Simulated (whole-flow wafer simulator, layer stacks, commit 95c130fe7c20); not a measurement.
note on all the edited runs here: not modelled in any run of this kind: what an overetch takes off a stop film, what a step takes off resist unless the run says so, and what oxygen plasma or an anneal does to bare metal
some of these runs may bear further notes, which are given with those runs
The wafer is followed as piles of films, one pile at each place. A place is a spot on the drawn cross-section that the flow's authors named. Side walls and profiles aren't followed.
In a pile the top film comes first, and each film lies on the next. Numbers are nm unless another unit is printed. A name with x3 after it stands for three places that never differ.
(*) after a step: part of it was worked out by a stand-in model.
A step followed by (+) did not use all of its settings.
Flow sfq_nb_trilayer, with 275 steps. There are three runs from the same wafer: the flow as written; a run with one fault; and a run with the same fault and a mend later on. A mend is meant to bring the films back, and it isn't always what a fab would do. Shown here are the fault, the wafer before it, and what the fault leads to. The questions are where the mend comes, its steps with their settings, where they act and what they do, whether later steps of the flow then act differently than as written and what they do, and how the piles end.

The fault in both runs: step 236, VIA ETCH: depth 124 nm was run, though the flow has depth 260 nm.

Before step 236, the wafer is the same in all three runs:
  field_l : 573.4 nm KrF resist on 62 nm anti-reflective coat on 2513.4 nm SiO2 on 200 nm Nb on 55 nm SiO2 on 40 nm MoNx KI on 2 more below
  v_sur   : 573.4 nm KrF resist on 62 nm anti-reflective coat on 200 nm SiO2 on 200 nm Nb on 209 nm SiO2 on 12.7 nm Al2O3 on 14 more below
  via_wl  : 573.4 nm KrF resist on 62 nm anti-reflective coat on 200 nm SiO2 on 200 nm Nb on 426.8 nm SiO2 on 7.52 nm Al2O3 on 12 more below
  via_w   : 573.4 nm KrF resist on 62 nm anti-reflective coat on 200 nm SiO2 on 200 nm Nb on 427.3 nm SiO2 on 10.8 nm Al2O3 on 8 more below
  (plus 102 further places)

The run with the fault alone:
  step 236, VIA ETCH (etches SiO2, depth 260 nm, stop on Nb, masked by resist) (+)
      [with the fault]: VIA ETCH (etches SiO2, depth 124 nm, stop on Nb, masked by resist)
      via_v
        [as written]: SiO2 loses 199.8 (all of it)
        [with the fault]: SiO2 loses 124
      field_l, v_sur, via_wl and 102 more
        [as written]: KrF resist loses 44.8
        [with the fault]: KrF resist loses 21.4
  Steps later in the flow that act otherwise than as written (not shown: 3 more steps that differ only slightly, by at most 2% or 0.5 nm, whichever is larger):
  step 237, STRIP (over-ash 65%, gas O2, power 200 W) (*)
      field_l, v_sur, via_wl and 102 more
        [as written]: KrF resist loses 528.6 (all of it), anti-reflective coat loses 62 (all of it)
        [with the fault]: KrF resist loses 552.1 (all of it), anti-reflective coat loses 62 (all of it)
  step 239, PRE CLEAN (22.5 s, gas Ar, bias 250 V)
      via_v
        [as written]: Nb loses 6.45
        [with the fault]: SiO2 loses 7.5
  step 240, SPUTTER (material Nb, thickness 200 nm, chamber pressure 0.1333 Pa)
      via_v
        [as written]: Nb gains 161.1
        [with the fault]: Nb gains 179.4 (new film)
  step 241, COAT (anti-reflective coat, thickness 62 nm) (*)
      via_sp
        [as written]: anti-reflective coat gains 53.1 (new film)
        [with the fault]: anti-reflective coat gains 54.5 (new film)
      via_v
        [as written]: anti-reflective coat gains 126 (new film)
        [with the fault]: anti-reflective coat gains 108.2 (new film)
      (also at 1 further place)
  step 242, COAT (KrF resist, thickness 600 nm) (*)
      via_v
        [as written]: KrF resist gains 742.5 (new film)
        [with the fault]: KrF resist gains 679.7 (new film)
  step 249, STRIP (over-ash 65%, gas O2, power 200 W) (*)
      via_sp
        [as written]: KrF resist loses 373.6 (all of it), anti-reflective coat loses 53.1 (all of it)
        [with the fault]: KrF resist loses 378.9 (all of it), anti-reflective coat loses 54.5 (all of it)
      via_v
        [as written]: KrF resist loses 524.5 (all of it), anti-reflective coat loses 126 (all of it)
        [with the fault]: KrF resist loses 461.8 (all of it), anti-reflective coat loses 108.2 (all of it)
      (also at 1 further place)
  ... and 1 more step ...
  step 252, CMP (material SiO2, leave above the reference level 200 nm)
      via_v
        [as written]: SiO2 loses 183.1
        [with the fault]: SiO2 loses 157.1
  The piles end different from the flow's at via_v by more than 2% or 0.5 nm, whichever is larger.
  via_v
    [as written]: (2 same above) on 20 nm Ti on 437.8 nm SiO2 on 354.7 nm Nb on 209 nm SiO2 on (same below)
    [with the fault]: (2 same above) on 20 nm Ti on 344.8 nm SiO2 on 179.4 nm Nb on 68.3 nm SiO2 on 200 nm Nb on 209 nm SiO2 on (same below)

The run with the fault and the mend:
  The mend stands after step 236.
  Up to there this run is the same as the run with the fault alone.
  step 236a, VIA ETCH (etches SiO2, depth 136 nm, stop on Nb, masked by resist) (+) (the flow's step 236 again, with other settings)
      field_l, v_sur, via_wl and 102 more
        KrF resist loses 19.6
      via_v
        SiO2 loses 75.8 (all of it)
  Later steps of the flow that are run all act as written at every place that is followed, up to a difference of at most 2% or 0.5 nm, whichever is larger.
  At every place that both follow, the piles at the end match the flow's.
